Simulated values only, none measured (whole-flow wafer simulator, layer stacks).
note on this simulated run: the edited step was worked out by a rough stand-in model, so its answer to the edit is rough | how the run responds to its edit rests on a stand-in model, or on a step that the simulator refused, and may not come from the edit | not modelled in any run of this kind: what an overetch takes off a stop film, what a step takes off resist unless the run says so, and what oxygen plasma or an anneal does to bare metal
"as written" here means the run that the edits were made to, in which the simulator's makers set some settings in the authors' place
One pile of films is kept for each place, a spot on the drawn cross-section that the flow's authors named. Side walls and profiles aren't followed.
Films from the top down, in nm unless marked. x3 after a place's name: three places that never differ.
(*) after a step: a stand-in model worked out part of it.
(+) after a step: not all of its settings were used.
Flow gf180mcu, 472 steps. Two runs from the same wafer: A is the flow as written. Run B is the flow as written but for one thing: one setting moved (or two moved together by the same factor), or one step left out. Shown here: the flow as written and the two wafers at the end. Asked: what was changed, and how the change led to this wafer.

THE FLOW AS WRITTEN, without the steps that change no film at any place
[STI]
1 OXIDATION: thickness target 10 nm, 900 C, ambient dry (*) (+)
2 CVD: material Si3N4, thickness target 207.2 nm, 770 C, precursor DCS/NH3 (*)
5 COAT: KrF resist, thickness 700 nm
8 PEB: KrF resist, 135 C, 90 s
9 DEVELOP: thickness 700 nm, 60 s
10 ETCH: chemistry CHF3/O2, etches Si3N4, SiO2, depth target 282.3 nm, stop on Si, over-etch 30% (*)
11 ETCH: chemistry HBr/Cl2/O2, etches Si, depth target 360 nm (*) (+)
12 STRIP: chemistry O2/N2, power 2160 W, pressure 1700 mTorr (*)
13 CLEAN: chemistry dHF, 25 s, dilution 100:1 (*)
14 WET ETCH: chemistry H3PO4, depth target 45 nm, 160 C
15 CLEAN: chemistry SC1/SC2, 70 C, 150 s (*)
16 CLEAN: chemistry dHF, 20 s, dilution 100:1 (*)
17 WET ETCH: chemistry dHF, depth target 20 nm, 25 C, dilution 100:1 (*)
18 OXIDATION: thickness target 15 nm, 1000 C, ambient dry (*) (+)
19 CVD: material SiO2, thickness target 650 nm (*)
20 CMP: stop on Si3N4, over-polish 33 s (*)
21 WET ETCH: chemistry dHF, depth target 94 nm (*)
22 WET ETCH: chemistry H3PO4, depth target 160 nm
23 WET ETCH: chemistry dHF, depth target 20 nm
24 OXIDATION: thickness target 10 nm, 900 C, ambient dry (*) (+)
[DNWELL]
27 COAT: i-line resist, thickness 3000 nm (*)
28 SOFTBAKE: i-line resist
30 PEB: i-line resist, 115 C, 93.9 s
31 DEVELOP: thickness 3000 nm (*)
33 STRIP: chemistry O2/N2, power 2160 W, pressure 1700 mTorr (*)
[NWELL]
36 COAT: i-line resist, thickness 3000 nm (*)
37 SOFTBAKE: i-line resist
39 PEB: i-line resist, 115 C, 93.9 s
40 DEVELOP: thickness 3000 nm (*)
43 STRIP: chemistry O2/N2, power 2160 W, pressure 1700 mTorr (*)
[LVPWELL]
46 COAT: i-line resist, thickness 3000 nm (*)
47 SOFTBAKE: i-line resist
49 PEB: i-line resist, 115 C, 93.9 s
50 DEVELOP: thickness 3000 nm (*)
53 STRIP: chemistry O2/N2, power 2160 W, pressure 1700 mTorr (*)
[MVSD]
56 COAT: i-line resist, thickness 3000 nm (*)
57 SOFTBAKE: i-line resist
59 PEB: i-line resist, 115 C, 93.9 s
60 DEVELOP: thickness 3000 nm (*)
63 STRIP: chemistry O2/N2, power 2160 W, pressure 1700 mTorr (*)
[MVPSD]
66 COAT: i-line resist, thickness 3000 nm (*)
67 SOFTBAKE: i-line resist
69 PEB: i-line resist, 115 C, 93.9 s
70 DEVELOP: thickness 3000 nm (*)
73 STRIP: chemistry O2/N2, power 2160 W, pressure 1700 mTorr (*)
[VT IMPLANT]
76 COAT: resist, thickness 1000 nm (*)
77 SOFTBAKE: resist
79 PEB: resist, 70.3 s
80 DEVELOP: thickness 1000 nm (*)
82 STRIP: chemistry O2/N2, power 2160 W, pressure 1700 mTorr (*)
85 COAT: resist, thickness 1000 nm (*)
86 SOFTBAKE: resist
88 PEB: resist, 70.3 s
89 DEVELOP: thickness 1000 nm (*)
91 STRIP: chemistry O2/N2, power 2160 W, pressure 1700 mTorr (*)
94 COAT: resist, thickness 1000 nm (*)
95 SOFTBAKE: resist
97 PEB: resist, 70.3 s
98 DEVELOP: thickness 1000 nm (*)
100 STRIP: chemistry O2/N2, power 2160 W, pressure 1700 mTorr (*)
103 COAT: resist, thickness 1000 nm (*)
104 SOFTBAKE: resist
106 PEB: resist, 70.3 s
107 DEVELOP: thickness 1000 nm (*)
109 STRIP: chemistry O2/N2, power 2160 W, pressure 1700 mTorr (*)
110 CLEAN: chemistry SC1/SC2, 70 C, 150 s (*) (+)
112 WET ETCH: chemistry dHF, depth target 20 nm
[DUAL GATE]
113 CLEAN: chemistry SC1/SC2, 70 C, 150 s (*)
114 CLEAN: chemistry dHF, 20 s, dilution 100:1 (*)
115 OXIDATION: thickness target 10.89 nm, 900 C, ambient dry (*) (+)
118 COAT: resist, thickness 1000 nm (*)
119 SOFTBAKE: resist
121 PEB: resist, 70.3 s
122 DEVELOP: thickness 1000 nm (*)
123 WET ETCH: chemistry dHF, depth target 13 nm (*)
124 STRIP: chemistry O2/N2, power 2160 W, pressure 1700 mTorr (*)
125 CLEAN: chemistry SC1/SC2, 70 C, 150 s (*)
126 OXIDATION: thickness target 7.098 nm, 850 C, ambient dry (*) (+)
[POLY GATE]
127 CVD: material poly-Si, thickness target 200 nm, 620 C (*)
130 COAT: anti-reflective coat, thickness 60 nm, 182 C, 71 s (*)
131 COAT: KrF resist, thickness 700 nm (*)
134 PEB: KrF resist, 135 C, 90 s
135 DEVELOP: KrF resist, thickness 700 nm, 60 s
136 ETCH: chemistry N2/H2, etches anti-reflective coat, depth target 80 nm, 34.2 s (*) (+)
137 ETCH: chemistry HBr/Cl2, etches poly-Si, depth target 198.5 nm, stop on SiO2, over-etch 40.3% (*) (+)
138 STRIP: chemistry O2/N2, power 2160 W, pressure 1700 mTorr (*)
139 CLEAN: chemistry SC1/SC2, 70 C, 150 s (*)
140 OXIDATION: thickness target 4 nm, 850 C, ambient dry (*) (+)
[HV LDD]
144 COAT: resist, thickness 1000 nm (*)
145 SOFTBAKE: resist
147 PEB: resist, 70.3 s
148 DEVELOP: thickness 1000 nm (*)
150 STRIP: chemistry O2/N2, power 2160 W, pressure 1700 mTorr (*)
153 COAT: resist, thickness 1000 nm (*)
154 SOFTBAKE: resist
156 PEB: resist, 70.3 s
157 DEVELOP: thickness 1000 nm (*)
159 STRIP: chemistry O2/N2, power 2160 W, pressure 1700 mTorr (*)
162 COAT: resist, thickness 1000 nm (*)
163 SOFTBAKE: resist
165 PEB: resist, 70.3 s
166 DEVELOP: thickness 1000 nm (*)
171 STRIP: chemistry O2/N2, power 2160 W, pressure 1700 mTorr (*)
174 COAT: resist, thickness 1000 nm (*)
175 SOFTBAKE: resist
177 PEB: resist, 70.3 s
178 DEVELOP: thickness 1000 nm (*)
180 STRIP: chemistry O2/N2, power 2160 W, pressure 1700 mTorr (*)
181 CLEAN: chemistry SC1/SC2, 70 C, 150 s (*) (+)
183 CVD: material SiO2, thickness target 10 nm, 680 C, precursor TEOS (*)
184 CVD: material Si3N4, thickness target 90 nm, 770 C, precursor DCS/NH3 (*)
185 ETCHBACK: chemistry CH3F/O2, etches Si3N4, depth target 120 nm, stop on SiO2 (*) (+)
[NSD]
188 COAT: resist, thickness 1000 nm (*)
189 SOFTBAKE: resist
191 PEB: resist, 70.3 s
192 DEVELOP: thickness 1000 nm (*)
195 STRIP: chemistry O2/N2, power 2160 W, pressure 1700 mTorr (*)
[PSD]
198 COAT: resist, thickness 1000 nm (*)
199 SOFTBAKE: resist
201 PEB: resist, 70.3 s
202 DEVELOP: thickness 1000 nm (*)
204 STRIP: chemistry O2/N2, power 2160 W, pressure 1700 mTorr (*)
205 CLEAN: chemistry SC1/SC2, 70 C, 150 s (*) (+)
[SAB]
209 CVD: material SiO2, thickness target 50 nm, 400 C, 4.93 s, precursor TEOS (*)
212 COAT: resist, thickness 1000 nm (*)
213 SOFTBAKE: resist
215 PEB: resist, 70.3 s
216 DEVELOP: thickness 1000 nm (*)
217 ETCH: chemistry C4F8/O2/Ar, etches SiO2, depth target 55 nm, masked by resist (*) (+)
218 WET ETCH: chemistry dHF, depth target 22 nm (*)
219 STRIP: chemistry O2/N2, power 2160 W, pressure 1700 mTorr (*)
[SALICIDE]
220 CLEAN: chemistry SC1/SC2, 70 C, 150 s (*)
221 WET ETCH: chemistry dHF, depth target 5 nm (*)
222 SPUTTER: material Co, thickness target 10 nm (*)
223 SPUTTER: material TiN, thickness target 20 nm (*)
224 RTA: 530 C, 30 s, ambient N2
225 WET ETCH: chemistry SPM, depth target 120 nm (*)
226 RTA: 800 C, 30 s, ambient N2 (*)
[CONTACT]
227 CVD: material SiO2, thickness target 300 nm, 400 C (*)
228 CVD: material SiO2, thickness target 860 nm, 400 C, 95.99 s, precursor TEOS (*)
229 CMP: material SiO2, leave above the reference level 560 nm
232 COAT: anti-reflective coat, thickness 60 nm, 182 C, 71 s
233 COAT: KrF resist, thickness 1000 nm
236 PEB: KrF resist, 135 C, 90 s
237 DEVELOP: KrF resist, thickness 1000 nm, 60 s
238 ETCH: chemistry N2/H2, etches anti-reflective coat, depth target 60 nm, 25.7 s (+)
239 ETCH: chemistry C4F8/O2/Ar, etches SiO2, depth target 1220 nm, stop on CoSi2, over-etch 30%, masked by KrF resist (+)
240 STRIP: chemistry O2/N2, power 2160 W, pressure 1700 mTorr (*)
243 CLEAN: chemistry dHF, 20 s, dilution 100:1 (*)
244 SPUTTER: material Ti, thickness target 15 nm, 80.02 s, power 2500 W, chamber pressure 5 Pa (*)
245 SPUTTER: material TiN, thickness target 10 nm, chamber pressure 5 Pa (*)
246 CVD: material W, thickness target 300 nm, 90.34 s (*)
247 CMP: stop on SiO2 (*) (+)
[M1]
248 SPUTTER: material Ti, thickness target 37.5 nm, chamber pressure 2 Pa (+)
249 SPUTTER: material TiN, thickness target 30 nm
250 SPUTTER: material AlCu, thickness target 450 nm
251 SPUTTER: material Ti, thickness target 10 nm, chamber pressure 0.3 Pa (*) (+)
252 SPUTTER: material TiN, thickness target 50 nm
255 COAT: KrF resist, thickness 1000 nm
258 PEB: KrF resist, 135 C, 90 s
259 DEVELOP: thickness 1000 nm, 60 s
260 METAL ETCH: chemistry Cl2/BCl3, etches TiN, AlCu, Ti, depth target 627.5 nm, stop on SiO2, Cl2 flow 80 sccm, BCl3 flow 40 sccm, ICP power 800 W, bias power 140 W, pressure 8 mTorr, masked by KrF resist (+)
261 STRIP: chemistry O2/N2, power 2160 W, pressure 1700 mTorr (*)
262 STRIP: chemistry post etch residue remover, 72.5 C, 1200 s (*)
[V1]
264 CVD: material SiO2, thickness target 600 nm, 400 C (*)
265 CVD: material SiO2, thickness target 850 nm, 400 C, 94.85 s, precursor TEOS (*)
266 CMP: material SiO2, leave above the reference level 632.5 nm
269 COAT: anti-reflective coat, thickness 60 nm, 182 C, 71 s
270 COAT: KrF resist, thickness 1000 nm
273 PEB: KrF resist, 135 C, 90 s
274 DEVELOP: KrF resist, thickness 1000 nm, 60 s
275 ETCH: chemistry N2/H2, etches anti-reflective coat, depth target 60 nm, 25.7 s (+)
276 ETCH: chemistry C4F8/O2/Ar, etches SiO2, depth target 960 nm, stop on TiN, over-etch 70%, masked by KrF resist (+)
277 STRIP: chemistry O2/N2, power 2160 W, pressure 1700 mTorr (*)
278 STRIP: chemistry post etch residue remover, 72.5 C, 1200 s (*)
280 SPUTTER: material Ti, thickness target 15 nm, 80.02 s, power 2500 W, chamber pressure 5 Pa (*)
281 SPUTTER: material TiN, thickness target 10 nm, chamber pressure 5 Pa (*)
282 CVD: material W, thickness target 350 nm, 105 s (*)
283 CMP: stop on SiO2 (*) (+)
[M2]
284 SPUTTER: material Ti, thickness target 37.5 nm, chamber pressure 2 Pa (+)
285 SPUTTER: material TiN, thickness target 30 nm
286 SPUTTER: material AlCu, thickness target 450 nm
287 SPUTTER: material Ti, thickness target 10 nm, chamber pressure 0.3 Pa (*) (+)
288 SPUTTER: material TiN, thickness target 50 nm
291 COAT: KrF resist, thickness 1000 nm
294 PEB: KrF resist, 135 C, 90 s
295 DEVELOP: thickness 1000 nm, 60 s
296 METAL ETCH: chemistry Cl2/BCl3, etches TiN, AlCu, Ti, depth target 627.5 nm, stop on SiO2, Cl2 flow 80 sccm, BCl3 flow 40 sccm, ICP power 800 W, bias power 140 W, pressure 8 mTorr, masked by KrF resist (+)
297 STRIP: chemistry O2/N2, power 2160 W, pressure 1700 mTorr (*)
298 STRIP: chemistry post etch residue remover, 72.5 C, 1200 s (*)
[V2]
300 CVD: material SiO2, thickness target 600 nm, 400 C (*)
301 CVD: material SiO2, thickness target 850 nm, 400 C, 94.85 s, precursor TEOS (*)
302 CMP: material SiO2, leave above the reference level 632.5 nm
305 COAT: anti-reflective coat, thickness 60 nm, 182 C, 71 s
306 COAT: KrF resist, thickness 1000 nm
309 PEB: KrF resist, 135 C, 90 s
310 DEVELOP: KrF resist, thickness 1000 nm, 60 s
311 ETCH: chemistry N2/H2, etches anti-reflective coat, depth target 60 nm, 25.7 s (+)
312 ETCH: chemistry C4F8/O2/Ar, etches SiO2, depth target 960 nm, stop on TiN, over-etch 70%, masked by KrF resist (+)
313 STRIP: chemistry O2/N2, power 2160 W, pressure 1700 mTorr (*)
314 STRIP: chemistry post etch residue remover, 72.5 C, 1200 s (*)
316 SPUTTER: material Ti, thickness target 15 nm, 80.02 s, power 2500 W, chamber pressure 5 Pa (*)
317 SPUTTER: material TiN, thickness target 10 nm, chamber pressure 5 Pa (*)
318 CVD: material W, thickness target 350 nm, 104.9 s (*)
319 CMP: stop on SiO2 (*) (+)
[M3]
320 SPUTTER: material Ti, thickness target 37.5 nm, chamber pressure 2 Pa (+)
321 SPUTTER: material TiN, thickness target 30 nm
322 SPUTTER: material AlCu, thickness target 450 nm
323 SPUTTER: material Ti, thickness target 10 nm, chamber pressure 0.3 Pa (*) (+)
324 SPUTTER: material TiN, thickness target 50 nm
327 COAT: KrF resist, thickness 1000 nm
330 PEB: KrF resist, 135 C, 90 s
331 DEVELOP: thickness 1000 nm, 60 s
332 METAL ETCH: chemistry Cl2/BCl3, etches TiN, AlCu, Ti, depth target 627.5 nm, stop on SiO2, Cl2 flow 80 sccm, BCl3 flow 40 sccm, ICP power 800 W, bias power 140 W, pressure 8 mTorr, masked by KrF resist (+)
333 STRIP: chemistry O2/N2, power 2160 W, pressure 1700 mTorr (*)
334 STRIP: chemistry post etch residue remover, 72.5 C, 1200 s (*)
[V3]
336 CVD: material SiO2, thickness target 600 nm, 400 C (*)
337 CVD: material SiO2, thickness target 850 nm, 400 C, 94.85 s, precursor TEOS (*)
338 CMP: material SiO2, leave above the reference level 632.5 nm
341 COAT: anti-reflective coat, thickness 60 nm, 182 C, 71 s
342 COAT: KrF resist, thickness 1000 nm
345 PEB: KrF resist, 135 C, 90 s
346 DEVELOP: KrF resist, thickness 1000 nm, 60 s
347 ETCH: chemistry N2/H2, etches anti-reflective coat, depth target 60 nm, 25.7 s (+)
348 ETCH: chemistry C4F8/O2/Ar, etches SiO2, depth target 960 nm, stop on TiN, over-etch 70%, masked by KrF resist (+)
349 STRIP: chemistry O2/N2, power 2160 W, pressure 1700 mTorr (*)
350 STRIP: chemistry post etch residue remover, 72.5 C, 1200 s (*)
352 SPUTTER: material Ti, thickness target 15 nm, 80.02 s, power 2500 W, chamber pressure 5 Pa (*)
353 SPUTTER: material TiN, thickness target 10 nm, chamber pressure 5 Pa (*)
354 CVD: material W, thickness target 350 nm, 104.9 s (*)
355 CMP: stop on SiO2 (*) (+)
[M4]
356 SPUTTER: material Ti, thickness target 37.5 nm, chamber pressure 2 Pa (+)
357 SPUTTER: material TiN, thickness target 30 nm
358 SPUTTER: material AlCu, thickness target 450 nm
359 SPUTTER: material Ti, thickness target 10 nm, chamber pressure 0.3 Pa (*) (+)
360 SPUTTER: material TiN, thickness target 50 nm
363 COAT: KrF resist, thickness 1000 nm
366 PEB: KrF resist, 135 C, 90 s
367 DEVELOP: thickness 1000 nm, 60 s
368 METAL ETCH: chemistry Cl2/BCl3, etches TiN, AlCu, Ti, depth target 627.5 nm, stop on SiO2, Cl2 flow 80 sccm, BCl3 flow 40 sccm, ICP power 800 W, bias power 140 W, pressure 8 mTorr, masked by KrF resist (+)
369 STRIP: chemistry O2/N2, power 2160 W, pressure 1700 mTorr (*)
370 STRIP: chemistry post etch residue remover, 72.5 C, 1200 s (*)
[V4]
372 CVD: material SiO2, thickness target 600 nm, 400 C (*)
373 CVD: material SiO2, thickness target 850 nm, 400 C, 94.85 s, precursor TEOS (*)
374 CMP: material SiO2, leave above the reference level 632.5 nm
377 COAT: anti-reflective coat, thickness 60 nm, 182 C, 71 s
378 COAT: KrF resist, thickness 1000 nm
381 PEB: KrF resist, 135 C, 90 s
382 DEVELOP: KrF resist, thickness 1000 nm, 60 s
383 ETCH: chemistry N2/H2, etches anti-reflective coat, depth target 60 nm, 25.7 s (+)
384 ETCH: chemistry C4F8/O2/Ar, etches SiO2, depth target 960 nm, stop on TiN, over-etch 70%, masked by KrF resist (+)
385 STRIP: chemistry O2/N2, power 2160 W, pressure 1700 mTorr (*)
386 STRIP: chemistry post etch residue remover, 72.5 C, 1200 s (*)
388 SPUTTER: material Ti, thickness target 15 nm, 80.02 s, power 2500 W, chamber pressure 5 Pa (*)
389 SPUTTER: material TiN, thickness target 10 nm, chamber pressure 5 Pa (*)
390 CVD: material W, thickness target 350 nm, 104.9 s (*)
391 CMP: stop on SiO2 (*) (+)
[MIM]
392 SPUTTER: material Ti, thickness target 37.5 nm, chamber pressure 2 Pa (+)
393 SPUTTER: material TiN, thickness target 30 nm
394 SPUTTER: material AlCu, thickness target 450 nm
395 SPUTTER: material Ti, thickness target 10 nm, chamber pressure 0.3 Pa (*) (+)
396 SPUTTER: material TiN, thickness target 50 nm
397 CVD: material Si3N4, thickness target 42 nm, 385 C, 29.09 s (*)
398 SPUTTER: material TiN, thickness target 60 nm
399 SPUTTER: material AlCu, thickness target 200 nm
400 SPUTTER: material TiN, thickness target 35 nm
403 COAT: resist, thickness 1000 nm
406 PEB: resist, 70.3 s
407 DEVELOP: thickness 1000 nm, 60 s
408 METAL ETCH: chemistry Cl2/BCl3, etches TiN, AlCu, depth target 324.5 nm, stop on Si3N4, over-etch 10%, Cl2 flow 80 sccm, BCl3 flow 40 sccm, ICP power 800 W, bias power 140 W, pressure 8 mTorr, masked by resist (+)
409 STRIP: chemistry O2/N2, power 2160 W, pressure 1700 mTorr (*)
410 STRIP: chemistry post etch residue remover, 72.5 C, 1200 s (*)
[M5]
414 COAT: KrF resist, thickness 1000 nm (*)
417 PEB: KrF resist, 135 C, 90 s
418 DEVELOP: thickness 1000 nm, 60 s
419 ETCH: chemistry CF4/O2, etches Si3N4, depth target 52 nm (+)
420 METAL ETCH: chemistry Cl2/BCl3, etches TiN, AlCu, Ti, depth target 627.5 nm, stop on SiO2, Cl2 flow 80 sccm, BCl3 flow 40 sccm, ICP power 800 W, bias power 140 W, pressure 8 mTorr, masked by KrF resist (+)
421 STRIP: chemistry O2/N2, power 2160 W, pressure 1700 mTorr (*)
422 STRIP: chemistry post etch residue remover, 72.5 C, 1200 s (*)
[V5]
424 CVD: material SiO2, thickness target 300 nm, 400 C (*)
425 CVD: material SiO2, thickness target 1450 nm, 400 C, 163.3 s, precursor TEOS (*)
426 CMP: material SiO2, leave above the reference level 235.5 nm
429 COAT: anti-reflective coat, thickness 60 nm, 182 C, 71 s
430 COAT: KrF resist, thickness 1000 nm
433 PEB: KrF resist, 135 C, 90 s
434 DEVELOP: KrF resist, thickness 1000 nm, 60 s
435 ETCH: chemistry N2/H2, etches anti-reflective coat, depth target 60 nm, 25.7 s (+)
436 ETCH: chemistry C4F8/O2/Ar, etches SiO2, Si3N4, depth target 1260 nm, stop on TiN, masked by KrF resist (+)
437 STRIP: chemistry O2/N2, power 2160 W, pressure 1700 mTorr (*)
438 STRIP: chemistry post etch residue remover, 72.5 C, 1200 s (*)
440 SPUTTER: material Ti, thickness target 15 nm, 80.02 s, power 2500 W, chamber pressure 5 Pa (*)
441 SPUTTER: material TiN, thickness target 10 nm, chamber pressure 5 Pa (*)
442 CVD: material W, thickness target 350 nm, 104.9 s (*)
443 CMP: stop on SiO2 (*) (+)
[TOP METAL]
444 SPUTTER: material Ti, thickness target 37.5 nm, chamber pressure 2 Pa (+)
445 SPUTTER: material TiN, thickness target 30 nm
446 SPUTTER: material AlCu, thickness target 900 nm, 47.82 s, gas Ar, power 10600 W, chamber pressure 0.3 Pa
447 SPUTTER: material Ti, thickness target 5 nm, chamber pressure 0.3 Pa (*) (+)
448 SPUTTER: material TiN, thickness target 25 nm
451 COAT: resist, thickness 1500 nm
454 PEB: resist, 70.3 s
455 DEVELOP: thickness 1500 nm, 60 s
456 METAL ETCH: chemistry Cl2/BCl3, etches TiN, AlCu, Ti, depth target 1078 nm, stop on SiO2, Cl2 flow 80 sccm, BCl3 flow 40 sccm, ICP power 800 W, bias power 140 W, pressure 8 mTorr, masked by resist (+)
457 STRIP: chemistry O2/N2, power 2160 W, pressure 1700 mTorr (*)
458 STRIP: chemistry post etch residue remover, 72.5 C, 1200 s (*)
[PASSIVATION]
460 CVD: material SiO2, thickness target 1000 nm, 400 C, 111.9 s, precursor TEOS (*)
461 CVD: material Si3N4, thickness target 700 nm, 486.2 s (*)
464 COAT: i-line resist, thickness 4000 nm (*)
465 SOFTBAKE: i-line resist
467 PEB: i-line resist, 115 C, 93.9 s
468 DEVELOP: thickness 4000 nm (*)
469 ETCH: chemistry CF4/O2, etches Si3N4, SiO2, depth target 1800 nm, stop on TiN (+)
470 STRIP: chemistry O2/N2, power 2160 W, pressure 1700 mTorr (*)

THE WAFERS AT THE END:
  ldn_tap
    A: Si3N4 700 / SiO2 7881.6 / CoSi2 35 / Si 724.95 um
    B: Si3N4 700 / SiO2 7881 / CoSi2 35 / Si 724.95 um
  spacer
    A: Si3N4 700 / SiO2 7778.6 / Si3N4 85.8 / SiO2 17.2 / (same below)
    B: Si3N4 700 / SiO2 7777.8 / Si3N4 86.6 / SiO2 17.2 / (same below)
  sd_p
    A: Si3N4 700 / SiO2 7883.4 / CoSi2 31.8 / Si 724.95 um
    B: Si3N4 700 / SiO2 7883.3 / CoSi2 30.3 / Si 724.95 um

The cause: step 209, CVD: thickness target 79.5 nm was run, where the flow has thickness target 50 nm; step 209, CVD: 7.839 s was run, where the flow has 4.93 s.

How the change led to this, step by step:
  209 CVD: material SiO2, thickness target 50 nm, 400 C, 4.93 s, precursor TEOS (*)
      field, field__w7, field__w8 and 73 more: A SiO2 +50 | B SiO2 +78.4
      field_sub__w1, field_sub__w3, field_sub__w4, field_sub__w5, ld_drift_n, nplus_u: A SiO2 +48.9 | B SiO2 +76.7
      (and at 27 more places)
  217 ETCH: chemistry C4F8/O2/Ar, etches SiO2, depth target 55 nm, masked by resist (*) (+)
      spacer: A SiO2 -50 (all of it), Si3N4 -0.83 | B SiO2 -55
  218 WET ETCH: chemistry dHF, depth target 22 nm (*)
      ldn_tap, ldn_src, ldn_drn, ldp_tap, ldp_src, ldp_drn, ldp_gr: A SiO2 -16 (all of it) | B SiO2 -41.2
      ld_drn_n, ld_sd_p: A SiO2 -14.8 (all of it) | B SiO2 -39.8
      (and at 91 more places)
  219 STRIP: chemistry O2/N2, power 2160 W, pressure 1700 mTorr (*)
      active_hv, active_nat, ld_sd_n and 11 more: A chemical SiO2 +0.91 (new film), Si -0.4 | B nothing
  221 WET ETCH: chemistry dHF, depth target 5 nm (*)
      ldn_tap, ldn_src, ldn_drn, ldp_tap, ldp_src, ldp_drn, ldp_gr: A chemical SiO2 -0.76 (all of it) | B SiO2 -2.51
      active_hv: A chemical SiO2 -0.76 (all of it) | B SiO2 -2.49 (all of it)
      (and at 6 more places)
  223 SPUTTER: material TiN, thickness target 20 nm (*)
      field__w12: A TiN +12 (new film) | B TiN +12.7 (new film)
      sd_p: A TiN +17.9 (new film) | B TiN +17 (new film)
      (and at 1 more place)
  224 RTA: 530 C, 30 s, ambient N2
      sd_p: A under 1 film: CoSi +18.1 (new film), Co -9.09 (all of it), Si -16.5 | B under 1 film: CoSi +17.2 (new film), Co -8.67 (all of it), Si -15.7
  225 WET ETCH: chemistry SPM, depth target 120 nm (*)
      field__w12: A TiN -12 (all of it), Co -6.15 (all of it) | B TiN -12.7 (all of it), Co -6.46 (all of it)
      sd_p: A TiN -17.9 (all of it) | B TiN -17 (all of it)
      (and at 1 more place)
  226 RTA: 800 C, 30 s, ambient N2 (*)
      sd_p: A CoSi2 +31.8 (new film), CoSi -18.1 (all of it), Si -16.5 | B CoSi2 +30.3 (new film), CoSi -17.2 (all of it), Si -15.7
  229 CMP: material SiO2, leave above the reference level 560 nm
      ldn_sep__w1, ldn_sep__w2, ldn_dft and 8 more: A SiO2 -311 | B SiO2 -321.7
      sti, mim_1p0, pad, dice_street, iso_nw_fld, iso_fld_sub: A SiO2 -296.8 | B SiO2 -307.5
      (and at 45 more places)
